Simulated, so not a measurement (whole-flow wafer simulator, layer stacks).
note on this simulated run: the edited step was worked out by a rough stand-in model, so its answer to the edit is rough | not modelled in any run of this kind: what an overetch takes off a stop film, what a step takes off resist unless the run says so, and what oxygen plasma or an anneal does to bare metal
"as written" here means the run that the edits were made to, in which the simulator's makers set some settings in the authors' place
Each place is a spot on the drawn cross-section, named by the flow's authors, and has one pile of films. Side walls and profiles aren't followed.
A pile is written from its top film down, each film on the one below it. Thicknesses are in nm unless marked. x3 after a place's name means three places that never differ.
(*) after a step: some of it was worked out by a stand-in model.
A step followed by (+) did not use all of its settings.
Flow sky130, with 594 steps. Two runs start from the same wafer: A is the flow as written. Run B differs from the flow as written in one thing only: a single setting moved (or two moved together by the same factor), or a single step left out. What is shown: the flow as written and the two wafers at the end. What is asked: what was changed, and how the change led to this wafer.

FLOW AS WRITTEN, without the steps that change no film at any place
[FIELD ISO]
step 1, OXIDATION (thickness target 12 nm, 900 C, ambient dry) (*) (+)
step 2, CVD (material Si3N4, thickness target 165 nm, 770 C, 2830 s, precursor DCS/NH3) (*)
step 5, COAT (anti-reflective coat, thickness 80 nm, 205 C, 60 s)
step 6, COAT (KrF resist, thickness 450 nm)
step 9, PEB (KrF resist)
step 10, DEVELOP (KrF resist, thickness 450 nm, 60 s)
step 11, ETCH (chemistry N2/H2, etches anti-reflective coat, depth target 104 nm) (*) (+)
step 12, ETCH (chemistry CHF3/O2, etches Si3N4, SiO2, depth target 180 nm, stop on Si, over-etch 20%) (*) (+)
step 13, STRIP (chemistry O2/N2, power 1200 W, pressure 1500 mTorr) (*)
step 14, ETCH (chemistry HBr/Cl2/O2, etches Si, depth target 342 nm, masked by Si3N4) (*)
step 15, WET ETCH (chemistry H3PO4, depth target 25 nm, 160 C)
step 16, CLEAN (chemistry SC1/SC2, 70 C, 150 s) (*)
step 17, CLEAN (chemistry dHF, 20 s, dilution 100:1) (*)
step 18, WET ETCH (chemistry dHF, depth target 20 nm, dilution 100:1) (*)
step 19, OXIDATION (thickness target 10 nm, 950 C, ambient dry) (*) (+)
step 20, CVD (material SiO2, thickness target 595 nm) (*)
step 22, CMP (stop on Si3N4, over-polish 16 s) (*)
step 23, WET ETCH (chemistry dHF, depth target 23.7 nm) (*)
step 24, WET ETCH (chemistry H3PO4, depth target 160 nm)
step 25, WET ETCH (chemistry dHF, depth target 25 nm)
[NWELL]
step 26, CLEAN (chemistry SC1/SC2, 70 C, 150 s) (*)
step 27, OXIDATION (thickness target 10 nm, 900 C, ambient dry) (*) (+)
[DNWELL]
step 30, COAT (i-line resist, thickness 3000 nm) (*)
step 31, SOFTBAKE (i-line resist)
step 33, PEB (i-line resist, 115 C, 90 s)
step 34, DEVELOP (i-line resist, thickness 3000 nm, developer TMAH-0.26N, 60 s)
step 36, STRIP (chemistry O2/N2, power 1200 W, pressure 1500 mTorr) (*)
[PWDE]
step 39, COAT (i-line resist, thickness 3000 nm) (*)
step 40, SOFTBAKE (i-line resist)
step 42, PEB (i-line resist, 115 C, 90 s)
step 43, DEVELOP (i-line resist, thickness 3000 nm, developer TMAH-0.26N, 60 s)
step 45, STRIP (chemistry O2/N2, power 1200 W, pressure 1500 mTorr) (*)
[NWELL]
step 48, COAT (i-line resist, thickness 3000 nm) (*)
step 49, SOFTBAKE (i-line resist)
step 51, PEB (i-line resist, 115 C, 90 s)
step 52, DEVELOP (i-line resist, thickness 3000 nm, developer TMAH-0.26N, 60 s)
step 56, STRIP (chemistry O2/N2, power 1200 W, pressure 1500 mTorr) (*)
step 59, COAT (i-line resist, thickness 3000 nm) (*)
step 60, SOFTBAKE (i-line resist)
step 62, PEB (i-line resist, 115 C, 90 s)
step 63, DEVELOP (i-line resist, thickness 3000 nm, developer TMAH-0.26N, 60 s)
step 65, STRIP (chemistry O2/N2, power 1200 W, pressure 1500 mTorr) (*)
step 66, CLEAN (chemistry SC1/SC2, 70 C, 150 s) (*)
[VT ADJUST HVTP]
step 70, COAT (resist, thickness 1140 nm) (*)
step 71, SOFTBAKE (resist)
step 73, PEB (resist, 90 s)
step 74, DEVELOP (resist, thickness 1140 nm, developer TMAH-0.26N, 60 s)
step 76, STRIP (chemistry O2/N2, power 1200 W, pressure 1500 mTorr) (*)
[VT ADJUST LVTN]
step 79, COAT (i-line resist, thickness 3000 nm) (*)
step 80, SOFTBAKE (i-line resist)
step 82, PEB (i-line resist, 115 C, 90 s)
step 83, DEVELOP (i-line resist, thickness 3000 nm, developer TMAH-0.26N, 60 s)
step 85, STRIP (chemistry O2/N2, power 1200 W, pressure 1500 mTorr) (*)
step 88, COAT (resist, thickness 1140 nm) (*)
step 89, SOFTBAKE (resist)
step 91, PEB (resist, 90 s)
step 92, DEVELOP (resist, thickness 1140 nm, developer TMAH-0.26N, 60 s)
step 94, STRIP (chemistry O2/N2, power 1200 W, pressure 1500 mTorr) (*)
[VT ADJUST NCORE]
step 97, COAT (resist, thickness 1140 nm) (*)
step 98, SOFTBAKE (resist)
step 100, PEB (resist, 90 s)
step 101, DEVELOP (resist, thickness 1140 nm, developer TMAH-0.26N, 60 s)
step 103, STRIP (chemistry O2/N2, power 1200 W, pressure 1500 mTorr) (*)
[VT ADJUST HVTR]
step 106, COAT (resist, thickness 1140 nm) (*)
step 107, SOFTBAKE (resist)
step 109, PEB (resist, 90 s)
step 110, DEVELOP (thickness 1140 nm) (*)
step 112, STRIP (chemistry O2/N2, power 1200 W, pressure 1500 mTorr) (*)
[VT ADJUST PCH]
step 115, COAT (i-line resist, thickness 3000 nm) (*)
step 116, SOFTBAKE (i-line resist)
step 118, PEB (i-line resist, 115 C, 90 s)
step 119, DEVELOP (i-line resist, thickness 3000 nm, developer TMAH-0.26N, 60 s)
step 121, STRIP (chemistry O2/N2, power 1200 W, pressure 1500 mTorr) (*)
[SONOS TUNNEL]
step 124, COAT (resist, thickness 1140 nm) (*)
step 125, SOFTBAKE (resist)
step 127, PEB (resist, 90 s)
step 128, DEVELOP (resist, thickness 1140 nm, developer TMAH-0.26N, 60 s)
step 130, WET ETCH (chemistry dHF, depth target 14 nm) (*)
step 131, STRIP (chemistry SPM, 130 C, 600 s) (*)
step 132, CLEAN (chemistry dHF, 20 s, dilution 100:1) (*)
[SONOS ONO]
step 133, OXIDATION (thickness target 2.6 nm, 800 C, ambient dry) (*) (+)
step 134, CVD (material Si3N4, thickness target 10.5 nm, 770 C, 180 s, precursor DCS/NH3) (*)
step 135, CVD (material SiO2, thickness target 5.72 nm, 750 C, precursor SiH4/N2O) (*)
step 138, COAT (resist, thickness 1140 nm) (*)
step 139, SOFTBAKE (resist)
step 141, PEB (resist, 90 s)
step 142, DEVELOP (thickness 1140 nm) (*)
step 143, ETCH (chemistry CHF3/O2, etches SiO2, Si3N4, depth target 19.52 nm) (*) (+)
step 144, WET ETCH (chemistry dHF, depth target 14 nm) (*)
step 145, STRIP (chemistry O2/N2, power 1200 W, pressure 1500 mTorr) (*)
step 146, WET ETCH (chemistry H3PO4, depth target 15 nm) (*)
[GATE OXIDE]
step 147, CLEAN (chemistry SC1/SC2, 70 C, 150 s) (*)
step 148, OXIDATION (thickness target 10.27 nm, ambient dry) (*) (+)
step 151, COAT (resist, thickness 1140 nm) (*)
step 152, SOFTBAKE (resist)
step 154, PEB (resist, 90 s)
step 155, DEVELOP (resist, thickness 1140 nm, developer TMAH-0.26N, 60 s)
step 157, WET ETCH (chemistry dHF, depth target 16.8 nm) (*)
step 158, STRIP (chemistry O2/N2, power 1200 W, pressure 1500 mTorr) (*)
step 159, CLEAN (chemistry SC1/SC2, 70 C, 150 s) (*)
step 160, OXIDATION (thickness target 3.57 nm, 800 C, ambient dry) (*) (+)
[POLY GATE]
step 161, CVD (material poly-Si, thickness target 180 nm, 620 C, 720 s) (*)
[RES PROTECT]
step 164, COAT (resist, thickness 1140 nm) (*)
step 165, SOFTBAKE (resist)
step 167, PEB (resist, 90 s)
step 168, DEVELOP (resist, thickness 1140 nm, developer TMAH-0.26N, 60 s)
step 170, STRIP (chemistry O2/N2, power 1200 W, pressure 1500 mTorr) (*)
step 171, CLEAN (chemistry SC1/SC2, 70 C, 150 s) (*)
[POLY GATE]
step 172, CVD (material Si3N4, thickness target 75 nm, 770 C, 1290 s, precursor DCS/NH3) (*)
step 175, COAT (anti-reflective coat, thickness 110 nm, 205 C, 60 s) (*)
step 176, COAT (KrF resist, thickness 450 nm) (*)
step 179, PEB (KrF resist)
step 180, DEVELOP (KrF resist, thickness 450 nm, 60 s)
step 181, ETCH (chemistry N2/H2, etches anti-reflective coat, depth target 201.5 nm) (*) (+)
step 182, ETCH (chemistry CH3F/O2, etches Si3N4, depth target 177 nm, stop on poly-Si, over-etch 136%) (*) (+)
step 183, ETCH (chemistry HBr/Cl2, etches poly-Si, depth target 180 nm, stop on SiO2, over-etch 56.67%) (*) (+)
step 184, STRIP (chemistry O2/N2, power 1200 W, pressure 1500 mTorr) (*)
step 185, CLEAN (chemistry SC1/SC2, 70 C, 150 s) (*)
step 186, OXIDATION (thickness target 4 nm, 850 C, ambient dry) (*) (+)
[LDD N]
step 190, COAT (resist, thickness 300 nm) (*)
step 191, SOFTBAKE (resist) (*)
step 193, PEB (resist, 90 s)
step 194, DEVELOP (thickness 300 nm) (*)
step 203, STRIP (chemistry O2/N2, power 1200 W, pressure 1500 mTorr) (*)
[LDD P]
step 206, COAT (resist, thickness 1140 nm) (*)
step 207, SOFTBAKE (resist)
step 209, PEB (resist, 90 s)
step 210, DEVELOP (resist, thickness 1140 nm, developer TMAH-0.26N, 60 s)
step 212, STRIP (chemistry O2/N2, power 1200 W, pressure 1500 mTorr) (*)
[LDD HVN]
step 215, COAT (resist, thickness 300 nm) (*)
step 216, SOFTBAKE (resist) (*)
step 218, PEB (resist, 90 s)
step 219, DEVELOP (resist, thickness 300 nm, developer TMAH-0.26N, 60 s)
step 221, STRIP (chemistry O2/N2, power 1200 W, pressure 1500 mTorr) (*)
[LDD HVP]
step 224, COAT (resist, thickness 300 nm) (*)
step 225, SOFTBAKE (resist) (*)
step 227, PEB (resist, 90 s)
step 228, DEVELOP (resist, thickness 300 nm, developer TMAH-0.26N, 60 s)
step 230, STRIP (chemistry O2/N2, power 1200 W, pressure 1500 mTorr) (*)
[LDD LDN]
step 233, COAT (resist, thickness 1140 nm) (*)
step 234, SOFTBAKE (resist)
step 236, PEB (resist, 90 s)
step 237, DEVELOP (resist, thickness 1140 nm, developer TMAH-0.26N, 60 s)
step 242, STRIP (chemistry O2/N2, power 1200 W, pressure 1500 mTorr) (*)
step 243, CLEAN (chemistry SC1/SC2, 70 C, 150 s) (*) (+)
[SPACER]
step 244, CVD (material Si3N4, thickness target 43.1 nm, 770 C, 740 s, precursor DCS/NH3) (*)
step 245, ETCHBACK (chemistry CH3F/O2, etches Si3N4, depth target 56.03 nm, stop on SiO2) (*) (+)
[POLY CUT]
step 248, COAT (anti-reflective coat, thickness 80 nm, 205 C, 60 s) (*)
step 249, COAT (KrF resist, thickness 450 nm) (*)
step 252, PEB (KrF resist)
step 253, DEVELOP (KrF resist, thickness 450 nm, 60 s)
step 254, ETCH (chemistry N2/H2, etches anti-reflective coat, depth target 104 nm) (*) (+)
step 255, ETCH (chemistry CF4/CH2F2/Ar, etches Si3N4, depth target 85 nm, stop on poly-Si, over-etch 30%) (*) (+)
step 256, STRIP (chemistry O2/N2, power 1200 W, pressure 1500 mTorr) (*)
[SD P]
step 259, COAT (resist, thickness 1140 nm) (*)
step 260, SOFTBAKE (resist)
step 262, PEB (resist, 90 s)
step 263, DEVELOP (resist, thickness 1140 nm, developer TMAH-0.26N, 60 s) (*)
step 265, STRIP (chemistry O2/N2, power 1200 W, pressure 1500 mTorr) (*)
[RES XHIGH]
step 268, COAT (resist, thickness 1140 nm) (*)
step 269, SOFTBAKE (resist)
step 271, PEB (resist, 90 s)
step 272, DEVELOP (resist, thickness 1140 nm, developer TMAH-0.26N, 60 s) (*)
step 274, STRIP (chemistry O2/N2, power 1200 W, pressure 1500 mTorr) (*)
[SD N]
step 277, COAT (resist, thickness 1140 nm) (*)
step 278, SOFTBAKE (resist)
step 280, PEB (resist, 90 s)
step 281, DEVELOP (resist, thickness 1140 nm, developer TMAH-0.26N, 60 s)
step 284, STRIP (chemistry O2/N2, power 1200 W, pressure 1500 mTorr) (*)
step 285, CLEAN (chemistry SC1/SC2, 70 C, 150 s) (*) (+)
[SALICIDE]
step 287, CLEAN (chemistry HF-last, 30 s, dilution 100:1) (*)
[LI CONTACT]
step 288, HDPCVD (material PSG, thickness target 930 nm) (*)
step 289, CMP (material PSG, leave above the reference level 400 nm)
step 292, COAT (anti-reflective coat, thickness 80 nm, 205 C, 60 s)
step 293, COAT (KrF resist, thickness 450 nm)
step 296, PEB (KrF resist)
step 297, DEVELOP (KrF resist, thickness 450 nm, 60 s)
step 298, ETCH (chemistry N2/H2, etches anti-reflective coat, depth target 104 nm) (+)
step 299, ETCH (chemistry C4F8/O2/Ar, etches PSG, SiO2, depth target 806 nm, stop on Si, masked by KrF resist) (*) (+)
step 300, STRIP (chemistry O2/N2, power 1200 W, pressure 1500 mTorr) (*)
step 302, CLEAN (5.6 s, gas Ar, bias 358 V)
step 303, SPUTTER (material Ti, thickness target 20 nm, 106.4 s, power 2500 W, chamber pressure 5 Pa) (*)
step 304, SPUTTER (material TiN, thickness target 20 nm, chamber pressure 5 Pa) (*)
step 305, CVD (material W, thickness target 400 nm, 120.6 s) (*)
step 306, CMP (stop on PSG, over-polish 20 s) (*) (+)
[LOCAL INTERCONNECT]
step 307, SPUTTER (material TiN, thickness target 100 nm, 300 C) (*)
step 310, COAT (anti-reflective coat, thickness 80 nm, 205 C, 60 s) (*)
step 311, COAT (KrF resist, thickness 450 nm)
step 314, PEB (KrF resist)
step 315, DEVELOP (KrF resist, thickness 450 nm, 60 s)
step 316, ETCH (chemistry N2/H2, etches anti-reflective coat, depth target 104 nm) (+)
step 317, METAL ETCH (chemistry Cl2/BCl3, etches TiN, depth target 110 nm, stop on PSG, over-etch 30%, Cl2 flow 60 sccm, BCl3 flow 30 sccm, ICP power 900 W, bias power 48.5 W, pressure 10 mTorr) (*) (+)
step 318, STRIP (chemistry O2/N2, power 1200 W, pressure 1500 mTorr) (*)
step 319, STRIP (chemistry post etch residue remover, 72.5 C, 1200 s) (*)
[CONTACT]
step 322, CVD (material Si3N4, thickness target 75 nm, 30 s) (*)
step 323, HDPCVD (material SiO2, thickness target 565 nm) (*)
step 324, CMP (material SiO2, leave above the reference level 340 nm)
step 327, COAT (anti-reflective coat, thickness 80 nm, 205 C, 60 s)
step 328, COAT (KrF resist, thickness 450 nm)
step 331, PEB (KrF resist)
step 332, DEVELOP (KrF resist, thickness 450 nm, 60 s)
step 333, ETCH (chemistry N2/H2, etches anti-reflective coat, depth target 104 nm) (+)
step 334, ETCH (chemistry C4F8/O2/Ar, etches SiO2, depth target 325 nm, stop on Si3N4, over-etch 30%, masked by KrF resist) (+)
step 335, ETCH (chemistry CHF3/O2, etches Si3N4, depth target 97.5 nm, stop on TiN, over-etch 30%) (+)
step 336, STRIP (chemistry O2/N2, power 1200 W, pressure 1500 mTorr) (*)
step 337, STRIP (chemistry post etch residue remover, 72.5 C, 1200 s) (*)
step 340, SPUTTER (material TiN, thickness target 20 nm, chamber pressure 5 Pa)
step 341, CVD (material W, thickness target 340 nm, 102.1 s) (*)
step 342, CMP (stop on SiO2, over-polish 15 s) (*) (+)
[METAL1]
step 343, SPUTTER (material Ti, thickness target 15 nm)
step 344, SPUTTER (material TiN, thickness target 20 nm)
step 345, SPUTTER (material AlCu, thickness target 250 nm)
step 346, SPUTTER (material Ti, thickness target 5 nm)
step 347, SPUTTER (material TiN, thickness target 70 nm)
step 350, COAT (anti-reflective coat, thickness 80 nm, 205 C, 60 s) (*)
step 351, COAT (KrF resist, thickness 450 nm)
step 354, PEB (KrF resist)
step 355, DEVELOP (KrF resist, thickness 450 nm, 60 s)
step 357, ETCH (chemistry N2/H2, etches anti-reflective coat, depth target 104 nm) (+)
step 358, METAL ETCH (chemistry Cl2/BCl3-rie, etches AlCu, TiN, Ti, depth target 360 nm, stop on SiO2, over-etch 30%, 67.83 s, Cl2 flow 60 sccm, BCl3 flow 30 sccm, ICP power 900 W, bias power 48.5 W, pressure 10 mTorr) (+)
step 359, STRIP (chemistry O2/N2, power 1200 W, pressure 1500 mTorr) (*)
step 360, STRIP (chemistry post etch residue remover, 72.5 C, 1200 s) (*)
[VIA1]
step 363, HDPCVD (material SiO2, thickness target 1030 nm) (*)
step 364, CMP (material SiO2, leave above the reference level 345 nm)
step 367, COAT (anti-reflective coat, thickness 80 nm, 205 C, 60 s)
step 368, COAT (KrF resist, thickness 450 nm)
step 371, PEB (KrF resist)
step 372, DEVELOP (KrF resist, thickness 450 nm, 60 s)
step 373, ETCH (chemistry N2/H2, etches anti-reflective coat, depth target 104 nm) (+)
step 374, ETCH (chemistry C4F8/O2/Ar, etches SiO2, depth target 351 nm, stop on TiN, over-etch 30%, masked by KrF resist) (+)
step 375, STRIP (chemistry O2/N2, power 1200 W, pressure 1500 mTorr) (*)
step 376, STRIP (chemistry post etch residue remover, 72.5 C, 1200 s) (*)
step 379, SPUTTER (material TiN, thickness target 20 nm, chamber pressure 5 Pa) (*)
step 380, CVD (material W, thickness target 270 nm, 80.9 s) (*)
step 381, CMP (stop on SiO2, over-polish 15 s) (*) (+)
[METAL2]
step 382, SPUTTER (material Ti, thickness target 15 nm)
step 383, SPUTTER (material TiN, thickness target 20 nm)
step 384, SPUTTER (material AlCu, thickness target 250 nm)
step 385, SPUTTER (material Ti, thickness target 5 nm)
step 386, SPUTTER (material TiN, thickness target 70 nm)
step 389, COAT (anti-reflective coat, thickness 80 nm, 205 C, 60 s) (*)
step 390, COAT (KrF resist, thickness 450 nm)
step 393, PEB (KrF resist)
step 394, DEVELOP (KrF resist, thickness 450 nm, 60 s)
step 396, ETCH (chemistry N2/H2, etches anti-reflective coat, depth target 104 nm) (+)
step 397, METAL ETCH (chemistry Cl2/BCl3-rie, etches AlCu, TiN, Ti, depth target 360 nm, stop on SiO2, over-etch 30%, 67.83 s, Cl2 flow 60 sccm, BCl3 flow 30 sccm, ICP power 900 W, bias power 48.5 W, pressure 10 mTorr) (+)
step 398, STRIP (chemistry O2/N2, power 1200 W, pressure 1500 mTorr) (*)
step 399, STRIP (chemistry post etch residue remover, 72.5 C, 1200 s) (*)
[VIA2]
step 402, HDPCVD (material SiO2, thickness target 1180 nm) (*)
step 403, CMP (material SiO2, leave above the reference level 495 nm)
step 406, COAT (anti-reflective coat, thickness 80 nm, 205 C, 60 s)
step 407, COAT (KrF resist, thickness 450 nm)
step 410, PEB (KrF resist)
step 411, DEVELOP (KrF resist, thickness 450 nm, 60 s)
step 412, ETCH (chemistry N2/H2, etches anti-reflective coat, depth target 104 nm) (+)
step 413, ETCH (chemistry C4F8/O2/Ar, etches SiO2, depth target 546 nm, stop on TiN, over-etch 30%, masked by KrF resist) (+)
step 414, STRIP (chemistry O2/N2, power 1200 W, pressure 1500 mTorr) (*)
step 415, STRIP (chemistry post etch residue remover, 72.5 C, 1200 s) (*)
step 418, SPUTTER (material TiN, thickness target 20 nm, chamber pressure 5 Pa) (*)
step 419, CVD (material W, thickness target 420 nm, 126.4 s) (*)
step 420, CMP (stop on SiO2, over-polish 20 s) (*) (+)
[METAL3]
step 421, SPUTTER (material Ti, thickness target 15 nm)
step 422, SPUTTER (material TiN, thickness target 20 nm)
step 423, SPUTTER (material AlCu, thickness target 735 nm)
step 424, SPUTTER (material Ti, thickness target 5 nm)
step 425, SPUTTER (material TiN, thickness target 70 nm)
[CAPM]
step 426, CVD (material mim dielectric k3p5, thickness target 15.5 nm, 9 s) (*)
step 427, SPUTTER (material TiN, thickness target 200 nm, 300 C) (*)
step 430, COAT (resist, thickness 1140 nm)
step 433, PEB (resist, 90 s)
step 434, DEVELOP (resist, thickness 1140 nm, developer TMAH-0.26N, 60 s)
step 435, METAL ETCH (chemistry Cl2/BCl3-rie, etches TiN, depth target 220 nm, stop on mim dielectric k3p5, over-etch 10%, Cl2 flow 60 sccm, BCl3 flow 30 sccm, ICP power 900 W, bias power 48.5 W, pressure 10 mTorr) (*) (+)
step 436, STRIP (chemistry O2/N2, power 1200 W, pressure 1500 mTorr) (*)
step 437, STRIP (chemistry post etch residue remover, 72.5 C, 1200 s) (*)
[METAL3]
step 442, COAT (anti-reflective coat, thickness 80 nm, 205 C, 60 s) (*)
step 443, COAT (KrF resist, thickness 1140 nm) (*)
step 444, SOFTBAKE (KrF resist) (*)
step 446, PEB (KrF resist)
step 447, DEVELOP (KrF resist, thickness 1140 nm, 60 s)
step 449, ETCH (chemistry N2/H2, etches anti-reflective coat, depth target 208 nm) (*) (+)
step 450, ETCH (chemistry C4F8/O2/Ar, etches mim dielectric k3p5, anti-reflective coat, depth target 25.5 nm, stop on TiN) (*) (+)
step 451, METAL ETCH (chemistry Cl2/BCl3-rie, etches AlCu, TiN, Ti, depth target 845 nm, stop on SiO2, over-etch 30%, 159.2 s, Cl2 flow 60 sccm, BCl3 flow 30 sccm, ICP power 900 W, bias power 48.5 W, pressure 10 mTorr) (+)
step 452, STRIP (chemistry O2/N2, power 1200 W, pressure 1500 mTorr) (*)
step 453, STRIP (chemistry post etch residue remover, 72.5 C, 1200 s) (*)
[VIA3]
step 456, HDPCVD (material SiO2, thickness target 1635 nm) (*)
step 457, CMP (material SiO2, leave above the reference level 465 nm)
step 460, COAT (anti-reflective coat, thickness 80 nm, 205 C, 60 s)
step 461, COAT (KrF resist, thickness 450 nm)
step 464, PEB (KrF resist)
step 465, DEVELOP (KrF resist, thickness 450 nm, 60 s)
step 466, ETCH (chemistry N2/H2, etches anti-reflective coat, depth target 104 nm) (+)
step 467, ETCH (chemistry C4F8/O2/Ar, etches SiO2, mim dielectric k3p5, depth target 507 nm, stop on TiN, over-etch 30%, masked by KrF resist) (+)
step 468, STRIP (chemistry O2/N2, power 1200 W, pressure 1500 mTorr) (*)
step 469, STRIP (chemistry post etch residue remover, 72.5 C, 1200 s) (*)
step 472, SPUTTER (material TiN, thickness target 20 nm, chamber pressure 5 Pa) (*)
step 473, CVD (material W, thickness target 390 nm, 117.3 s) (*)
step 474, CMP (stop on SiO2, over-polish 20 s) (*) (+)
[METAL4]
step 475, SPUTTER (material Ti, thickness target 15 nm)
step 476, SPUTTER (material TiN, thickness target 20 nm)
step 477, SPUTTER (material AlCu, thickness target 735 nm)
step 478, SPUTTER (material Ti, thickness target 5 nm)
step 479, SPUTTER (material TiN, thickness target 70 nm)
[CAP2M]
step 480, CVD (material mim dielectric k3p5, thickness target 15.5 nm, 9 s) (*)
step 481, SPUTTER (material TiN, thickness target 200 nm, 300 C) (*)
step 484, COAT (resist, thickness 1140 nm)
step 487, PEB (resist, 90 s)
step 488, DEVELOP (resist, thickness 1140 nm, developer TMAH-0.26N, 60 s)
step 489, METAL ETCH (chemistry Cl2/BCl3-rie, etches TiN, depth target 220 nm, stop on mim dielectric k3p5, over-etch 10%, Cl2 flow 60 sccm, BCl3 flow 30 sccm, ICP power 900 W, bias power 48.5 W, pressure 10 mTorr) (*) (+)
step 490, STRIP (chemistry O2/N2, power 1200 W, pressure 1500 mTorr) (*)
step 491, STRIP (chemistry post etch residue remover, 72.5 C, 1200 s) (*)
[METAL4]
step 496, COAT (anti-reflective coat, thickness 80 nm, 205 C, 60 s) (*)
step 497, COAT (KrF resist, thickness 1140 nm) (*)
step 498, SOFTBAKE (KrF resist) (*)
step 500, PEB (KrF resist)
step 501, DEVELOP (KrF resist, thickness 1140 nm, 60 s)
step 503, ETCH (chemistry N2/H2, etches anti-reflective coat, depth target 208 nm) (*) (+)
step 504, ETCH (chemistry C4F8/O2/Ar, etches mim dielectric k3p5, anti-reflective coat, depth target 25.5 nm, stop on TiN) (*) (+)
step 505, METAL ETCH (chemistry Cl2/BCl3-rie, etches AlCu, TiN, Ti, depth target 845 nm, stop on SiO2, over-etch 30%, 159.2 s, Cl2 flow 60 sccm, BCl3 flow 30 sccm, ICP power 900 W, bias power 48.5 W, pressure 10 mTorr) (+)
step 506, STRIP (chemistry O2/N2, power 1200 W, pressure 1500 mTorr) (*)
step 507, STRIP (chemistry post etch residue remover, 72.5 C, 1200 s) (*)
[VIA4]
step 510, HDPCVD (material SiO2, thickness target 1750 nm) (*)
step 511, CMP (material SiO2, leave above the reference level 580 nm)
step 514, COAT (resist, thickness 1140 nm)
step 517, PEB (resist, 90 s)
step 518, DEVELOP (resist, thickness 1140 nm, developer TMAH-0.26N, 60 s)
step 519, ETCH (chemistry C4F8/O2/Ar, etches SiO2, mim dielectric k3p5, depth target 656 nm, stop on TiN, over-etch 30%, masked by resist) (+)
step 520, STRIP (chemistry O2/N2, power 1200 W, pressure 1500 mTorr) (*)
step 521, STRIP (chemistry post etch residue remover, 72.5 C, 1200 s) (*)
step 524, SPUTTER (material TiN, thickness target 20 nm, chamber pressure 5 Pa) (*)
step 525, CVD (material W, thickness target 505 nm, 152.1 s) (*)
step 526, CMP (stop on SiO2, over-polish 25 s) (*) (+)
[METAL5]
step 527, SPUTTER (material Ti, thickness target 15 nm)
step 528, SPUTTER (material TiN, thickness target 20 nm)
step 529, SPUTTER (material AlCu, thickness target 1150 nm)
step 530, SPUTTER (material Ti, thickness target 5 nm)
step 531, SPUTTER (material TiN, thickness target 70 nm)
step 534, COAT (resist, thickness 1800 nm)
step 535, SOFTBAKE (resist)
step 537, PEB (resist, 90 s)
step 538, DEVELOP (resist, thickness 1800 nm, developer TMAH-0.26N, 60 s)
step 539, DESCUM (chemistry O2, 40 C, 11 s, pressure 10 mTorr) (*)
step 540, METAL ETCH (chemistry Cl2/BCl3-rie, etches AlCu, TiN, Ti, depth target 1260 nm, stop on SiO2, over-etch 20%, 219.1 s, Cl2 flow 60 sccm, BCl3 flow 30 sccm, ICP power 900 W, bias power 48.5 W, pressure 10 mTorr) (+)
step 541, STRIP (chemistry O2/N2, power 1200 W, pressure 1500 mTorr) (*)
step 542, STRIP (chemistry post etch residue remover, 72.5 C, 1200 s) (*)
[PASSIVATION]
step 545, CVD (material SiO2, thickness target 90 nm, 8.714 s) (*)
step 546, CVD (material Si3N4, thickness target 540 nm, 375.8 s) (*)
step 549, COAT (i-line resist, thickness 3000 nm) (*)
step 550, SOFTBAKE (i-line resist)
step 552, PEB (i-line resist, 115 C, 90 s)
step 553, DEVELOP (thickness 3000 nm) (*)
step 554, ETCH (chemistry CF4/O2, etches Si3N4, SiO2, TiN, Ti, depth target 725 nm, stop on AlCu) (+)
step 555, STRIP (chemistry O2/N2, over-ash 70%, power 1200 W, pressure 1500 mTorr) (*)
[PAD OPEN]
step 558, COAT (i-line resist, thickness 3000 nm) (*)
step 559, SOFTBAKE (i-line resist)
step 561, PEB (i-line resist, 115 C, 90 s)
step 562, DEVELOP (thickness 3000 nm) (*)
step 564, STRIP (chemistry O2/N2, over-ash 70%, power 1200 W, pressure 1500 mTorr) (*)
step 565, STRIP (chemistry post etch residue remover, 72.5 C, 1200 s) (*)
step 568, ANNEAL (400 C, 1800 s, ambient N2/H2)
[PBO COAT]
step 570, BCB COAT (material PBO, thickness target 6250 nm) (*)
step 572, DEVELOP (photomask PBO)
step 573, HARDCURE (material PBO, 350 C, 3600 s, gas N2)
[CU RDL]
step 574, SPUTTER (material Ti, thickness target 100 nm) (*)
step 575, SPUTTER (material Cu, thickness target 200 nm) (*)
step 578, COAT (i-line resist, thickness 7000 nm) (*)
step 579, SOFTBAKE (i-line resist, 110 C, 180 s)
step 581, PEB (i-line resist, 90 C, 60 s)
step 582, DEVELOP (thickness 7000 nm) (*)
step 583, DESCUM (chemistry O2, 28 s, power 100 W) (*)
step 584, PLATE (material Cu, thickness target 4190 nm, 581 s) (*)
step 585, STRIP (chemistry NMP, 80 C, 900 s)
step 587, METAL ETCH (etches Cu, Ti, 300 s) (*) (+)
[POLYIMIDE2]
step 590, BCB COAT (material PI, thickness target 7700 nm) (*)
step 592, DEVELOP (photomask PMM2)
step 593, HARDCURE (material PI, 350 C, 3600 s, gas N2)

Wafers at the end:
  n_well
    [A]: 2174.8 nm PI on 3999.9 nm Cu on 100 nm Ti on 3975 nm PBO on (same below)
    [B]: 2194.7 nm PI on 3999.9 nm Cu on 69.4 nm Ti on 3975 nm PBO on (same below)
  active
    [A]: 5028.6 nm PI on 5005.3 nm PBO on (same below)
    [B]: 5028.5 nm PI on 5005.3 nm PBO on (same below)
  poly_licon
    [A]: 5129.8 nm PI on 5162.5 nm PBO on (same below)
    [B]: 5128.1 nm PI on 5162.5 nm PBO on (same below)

What caused this: step 574, SPUTTER: thickness target 69.4 nm was run, whereas the flow has thickness target 100 nm.
The wafer itself shows it: n_well has Ti 69.4, and step 574 as written asks for 100 nm.

The path from the change to this, step by step:
  step 574, SPUTTER (material Ti, thickness target 100 nm) (*)
      field, active, n_well and 190 more: A +100 Ti (new film) | B +69.4 Ti (new film)
  step 579, SOFTBAKE (i-line resist, 110 C, 180 s)
      hv_encl: A -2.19 i-line resist | B -4.79 i-line resist
  step 587, METAL ETCH (etches Cu, Ti, 300 s) (*) (+)
      field, active, gate and 167 more: A -200 Cu (all of it), -100 Ti (all of it) | B -200 Cu (all of it), -69.4 Ti (all of it)
  step 590, BCB COAT (material PI, thickness target 7700 nm) (*)
      de16_gate_nw: A +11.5 um PI (new film) | B +11.48 um PI (new film)
